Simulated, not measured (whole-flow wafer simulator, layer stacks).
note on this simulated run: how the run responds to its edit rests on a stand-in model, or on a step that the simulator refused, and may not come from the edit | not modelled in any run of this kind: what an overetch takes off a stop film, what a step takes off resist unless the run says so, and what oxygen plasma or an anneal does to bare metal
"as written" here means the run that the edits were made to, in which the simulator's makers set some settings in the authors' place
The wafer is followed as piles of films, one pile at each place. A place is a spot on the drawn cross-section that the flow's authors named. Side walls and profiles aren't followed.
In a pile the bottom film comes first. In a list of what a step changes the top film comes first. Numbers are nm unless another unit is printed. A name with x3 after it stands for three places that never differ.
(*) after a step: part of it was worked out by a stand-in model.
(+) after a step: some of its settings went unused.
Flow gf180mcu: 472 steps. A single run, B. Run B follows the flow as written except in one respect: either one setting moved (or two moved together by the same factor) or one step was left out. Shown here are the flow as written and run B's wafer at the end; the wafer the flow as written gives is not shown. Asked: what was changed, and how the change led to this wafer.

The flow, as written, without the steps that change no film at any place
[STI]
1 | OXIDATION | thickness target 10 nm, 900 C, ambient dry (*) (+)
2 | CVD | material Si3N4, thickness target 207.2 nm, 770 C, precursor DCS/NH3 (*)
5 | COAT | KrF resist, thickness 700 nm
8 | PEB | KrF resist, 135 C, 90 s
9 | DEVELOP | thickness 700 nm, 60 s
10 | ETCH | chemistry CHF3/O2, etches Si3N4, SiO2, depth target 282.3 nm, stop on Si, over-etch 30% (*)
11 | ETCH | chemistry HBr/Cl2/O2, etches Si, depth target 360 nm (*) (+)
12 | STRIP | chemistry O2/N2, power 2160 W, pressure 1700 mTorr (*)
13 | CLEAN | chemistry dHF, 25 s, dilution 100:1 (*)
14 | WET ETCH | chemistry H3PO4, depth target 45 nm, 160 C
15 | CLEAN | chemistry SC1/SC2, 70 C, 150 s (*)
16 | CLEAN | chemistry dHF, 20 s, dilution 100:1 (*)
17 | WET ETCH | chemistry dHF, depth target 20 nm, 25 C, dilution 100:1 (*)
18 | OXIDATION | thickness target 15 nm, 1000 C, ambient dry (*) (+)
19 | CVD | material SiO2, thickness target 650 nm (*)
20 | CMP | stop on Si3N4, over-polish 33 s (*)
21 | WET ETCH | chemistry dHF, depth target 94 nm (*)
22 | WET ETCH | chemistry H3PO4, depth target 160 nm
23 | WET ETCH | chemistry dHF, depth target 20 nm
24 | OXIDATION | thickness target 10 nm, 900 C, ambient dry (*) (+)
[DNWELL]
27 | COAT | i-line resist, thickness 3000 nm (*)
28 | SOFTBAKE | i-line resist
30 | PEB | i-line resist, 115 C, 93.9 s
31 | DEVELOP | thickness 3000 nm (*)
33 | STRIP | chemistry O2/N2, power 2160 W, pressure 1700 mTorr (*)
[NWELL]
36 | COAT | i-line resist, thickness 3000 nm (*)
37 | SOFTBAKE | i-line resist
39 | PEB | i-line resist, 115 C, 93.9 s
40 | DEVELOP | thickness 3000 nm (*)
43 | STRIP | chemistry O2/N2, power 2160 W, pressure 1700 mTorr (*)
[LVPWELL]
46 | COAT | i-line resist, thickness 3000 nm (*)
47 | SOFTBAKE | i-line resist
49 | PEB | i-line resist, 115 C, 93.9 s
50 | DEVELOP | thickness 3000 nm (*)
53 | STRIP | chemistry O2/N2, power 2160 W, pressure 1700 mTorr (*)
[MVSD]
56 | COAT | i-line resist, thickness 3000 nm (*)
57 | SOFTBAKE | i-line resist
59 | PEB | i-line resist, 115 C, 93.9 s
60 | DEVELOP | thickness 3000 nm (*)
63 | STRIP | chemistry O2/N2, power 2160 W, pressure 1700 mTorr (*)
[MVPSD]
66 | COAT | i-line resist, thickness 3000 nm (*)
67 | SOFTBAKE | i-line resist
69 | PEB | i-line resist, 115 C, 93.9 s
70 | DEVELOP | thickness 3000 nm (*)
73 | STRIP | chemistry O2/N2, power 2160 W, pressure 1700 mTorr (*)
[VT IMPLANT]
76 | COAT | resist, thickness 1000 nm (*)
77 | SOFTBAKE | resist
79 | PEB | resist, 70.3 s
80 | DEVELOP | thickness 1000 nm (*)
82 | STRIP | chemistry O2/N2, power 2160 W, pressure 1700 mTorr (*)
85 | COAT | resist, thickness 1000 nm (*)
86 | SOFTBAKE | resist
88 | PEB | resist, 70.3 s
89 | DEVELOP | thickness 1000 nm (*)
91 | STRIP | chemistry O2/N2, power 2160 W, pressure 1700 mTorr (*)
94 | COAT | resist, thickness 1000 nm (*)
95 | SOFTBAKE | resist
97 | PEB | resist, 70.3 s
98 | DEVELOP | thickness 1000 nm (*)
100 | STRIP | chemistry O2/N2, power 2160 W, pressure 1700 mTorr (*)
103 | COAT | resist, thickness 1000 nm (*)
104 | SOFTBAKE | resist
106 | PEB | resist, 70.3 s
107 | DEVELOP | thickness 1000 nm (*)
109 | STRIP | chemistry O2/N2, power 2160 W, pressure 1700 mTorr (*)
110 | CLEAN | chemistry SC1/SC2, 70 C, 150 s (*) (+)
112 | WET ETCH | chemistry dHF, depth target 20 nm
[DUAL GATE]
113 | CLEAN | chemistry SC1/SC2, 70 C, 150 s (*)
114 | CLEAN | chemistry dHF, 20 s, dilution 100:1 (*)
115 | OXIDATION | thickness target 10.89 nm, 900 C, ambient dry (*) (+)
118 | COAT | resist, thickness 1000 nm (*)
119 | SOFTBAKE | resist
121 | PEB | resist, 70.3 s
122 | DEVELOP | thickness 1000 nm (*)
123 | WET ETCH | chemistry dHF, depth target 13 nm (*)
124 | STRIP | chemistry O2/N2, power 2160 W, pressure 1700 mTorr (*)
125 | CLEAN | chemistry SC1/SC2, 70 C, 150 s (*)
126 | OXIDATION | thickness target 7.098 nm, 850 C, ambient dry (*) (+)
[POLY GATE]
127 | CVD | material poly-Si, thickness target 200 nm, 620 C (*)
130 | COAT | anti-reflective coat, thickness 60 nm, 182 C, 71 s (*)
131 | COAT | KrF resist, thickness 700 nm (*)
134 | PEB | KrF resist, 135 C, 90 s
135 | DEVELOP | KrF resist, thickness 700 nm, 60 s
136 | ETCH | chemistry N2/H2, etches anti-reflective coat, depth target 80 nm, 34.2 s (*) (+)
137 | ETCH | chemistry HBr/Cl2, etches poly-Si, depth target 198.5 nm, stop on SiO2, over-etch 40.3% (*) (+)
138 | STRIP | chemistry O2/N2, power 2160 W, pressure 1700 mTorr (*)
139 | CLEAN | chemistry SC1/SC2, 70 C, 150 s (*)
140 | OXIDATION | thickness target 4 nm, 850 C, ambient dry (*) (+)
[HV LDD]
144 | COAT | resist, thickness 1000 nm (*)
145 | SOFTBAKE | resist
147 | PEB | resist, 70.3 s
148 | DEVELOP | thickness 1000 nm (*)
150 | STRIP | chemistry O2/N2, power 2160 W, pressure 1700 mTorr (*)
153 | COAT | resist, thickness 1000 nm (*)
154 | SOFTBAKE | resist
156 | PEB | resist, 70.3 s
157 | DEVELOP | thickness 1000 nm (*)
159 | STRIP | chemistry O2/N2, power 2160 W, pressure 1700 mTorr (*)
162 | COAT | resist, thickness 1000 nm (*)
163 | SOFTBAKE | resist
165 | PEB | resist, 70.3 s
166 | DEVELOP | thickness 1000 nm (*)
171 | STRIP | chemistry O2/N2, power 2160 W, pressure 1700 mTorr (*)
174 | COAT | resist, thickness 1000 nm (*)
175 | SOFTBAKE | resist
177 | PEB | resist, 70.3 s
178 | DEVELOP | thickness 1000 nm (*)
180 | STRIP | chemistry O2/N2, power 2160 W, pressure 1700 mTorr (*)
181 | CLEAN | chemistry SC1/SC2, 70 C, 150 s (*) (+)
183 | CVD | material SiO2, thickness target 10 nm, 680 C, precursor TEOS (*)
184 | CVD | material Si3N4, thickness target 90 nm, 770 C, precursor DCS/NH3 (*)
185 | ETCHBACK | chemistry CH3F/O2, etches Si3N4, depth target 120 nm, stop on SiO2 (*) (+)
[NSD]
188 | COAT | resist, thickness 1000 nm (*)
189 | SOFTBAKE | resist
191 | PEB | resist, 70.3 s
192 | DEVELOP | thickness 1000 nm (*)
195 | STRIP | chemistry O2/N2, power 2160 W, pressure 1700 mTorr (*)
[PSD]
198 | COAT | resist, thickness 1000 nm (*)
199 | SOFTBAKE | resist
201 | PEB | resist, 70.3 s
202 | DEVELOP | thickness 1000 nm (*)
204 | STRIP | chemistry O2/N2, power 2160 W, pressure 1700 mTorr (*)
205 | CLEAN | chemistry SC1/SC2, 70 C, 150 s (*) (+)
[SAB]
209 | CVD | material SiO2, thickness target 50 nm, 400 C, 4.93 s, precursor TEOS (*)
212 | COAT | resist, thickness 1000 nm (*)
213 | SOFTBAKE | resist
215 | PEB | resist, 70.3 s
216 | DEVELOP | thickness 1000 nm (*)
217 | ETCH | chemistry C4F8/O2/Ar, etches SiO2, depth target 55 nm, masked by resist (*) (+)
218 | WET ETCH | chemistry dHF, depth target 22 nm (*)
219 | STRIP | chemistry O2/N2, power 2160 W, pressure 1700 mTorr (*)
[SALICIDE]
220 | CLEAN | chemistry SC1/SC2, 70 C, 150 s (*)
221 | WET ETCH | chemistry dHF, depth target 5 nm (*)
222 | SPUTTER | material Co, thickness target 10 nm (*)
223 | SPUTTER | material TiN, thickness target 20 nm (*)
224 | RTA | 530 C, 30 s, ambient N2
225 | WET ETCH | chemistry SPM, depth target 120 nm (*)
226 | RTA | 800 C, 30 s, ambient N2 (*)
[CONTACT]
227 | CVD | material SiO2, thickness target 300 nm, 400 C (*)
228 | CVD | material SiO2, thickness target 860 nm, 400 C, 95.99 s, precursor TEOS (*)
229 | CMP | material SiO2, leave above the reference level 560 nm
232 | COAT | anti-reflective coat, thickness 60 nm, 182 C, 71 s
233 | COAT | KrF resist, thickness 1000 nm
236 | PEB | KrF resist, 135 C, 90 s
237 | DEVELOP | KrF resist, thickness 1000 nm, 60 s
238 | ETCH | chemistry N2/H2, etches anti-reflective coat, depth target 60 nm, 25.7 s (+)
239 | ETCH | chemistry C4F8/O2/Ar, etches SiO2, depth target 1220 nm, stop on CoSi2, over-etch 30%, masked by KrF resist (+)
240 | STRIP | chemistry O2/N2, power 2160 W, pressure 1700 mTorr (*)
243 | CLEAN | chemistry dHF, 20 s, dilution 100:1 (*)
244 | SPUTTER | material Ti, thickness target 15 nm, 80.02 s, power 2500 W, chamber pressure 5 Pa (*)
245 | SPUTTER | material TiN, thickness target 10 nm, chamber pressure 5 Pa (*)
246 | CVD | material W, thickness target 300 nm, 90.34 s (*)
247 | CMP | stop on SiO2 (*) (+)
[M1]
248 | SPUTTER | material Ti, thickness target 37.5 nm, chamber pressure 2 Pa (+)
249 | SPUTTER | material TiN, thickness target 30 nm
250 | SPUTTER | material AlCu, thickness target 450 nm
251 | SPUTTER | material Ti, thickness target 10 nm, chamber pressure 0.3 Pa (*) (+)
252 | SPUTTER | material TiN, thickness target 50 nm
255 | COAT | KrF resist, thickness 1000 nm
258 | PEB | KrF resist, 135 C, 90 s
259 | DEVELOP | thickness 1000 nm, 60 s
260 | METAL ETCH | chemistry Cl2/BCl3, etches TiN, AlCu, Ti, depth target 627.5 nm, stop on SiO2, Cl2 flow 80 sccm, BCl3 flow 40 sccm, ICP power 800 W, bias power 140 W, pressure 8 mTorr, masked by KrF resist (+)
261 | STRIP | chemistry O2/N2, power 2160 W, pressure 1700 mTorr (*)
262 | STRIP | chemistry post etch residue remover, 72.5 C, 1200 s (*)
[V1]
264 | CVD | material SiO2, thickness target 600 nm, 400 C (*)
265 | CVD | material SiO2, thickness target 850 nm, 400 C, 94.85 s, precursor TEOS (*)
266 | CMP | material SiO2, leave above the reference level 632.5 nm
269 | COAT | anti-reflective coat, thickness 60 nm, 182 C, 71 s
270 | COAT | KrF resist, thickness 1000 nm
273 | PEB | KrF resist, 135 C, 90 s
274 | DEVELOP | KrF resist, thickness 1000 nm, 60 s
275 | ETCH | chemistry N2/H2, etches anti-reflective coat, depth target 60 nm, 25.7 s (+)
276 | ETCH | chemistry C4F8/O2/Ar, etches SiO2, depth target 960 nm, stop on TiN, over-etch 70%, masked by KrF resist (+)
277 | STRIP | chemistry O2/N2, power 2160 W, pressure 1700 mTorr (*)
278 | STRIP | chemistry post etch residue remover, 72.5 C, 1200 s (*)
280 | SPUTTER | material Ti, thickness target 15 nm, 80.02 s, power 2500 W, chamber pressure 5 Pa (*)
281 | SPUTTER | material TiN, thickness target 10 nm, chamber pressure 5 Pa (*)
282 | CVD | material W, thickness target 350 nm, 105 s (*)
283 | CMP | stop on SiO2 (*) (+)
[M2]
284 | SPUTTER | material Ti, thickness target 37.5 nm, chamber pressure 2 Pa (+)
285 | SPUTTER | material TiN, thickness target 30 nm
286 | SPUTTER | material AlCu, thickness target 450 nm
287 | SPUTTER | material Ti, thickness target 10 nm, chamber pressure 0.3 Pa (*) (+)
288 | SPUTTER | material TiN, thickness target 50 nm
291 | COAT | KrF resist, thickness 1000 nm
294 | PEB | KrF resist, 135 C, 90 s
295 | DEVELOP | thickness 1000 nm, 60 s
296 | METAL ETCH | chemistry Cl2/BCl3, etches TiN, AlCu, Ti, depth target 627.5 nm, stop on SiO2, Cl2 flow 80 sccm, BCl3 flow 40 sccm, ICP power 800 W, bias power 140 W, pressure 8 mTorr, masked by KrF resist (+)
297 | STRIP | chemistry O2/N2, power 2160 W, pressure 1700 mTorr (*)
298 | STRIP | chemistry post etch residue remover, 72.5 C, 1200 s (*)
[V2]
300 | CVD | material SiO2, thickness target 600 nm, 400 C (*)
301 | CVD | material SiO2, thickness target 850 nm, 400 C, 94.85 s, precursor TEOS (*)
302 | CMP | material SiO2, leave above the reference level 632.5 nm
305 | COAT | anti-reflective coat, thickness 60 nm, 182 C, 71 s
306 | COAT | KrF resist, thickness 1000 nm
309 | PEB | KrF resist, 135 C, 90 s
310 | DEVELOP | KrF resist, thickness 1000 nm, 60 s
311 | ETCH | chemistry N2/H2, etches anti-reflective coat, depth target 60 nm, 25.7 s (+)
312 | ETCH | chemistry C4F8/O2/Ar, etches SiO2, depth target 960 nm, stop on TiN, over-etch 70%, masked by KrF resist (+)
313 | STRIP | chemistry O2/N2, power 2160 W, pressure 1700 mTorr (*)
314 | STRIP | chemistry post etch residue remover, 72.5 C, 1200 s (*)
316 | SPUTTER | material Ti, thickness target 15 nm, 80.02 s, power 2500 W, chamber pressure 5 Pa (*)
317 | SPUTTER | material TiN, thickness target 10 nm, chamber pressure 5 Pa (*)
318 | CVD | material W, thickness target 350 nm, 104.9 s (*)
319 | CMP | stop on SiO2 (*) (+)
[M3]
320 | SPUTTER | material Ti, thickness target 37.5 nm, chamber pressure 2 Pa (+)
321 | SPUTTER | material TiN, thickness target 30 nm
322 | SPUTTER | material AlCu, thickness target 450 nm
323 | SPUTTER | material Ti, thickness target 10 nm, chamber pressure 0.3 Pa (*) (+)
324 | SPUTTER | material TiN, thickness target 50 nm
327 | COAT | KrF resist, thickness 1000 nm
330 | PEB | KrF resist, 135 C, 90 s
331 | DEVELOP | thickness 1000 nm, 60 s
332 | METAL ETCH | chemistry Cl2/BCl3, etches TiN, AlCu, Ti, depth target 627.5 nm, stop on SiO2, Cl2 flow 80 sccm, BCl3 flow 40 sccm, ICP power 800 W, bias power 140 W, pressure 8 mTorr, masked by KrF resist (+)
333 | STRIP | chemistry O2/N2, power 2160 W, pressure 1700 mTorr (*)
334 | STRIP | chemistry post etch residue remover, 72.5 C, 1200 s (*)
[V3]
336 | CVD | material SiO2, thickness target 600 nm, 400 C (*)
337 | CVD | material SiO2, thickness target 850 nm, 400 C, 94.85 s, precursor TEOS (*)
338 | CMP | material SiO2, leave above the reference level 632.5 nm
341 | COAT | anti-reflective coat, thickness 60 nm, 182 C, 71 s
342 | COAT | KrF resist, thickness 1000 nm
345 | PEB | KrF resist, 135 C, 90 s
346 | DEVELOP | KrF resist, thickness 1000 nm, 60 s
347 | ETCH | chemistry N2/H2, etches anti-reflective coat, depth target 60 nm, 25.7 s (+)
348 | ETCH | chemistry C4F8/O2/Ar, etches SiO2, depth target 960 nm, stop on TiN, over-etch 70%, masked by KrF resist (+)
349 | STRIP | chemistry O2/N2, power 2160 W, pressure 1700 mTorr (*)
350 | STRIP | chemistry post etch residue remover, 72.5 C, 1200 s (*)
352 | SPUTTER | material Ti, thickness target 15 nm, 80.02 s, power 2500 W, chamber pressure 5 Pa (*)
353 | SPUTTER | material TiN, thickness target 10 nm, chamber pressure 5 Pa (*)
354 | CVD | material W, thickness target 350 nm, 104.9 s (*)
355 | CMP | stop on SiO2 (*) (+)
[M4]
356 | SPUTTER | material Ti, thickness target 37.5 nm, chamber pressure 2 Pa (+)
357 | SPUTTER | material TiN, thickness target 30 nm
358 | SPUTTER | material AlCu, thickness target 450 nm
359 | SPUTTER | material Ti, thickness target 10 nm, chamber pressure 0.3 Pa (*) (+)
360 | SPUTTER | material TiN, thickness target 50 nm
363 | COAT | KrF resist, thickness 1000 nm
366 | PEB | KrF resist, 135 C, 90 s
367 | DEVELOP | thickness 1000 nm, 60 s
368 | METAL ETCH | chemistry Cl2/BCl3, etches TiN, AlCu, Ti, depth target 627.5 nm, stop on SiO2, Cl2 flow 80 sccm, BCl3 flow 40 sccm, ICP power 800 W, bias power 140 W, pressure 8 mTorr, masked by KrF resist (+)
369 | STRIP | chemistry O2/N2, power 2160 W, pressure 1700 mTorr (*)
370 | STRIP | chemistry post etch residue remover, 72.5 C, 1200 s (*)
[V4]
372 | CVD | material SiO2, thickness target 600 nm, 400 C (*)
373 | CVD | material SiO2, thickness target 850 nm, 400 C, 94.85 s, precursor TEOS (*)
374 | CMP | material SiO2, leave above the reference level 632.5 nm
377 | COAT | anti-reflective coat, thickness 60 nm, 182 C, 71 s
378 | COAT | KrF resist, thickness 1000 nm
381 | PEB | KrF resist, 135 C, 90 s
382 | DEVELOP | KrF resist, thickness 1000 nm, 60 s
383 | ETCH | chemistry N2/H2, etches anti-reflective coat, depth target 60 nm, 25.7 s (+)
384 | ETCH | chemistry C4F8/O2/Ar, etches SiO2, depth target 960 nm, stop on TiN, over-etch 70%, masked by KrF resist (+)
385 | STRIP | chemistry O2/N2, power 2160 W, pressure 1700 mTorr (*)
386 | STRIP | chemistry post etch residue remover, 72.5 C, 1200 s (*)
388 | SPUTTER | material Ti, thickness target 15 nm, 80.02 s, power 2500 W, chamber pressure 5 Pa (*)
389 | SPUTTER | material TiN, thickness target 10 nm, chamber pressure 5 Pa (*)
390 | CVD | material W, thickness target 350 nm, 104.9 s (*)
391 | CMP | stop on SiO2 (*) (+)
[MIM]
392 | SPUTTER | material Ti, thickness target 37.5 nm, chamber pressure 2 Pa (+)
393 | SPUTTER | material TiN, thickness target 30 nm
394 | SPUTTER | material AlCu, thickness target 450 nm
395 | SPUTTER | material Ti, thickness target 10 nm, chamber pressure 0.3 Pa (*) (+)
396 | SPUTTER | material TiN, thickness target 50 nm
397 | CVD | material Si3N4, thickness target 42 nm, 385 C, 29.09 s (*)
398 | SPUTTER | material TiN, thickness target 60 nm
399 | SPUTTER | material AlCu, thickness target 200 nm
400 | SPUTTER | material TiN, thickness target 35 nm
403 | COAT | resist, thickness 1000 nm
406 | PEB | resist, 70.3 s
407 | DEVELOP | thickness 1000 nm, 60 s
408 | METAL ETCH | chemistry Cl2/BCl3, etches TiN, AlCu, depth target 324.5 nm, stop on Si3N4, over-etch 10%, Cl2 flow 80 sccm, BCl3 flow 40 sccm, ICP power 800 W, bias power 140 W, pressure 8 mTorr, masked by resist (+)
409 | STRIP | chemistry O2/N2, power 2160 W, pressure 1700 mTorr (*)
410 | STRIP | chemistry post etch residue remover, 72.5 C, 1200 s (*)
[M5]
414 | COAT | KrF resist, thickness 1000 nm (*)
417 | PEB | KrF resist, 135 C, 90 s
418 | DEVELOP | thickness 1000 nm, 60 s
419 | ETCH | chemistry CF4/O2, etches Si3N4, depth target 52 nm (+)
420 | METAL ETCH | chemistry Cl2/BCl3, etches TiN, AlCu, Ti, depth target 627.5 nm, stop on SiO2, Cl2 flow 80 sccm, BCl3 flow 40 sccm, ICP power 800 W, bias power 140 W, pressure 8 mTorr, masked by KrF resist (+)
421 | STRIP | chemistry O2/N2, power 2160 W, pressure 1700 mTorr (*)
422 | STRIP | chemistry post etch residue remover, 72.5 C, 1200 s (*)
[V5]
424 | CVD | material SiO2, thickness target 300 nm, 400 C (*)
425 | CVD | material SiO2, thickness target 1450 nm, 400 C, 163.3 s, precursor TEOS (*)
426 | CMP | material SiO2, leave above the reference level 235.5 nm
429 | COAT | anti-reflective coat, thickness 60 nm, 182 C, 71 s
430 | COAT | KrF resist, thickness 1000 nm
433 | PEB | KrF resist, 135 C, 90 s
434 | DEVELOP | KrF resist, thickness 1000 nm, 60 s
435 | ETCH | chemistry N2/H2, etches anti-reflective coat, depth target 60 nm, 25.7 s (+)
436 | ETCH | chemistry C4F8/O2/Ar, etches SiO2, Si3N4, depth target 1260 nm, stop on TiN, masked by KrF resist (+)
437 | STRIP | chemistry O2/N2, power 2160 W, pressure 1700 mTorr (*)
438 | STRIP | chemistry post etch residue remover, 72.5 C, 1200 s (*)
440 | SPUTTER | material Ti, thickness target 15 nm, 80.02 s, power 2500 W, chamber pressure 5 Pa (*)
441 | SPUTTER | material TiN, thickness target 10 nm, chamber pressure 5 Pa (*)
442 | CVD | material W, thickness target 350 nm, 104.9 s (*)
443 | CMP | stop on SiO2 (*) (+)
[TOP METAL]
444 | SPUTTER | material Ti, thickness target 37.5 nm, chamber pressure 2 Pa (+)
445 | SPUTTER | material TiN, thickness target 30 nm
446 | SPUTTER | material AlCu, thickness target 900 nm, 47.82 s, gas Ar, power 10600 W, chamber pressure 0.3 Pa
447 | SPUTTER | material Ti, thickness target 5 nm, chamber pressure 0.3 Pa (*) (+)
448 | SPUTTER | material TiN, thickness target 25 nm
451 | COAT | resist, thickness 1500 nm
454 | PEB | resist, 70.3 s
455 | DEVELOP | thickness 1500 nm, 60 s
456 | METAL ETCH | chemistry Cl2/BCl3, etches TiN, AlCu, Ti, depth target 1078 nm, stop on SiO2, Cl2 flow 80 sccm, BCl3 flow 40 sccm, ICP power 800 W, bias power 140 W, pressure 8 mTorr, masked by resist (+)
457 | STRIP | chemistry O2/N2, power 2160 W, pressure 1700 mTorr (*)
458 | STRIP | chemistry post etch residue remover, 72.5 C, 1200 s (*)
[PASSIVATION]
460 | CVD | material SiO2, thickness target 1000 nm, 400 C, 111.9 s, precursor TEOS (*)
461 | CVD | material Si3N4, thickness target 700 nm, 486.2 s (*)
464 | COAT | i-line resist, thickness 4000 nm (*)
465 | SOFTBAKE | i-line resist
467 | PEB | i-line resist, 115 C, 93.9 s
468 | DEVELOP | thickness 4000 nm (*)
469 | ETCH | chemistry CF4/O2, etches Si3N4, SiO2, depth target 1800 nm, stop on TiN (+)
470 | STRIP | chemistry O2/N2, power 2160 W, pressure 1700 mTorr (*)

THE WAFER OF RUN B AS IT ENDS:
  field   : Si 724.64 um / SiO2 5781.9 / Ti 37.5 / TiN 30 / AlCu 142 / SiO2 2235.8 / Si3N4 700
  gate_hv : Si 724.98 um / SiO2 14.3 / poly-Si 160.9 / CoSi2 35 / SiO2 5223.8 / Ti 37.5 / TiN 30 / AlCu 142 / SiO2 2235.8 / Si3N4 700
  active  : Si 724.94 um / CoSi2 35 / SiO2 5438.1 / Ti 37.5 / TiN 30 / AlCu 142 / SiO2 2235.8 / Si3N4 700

What caused this: step 420, METAL ETCH: depth target 360.8 nm was run, though the flow has depth target 627.5 nm.

Step by step, how the change led to this:
  420 | METAL ETCH | chemistry Cl2/BCl3, etches TiN, AlCu, Ti, depth target 627.5 nm, stop on SiO2, Cl2 flow 80 sccm, BCl3 flow 40 sccm, ICP power 800 W, bias power 140 W, pressure 8 mTorr, masked by KrF resist (+)
      field, field__w1, field__w2 and 101 more: TiN loses 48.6 (all of it), Ti loses 10 (all of it), AlCu loses 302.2 (in the flow as written it would be: TiN loses 48.6 (all of it), Ti loses 10 (all of it), AlCu loses 450 (all of it), TiN loses 30 (all of it), Ti loses 37.5 (all of it))
      field__w4, field__w8, contact, m1, m1__w1, mim, mim_1p0, m1_nw: KrF resist loses 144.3 (in the flow as written it would be: KrF resist loses 251)
  421 | STRIP | chemistry O2/N2, power 2160 W, pressure 1700 mTorr (*)
      field__w8, m1__w1: KrF resist loses 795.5 (all of it) (in the flow as written it would be: KrF resist loses 688.9 (all of it))
      contact, m1: KrF resist loses 796 (all of it) (in the flow as written it would be: KrF resist loses 689.3 (all of it))
      (also at 4 further places)
  422 | STRIP | chemistry post etch residue remover, 72.5 C, 1200 s (*)
      field, field__w1, field__w2 and 101 more: AlCu loses 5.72 (in the flow as written it would be: nothing)
  424 | CVD | material SiO2, thickness target 300 nm, 400 C (*)
      field, field__w1, field__w2 and 101 more: SiO2 gains 300 (new film) (in the flow as written it would be: SiO2 gains 300)
  426 | CMP | material SiO2, leave above the reference level 235.5 nm
      field, field__w1, field__w5 and 92 more: SiO2 loses 510.4 (in the flow as written it would be: SiO2 loses 300.8)
      field__w2, field__w3, field__w12 and 6 more: SiO2 loses 491.8 (in the flow as written it would be: SiO2 loses 272.7)
If metal films that touch count as one body, field has 1 body; the flow as written gives 0 bodies.
If metal films that touch count as one body, gate_hv has 2 bodies (between them, from the top down: SiO2 5223.8); the flow as written gives 1 body.
If metal films that touch count as one body, active has 2 bodies (between them, from the top down: SiO2 5438.1); the flow as written gives 1 body.
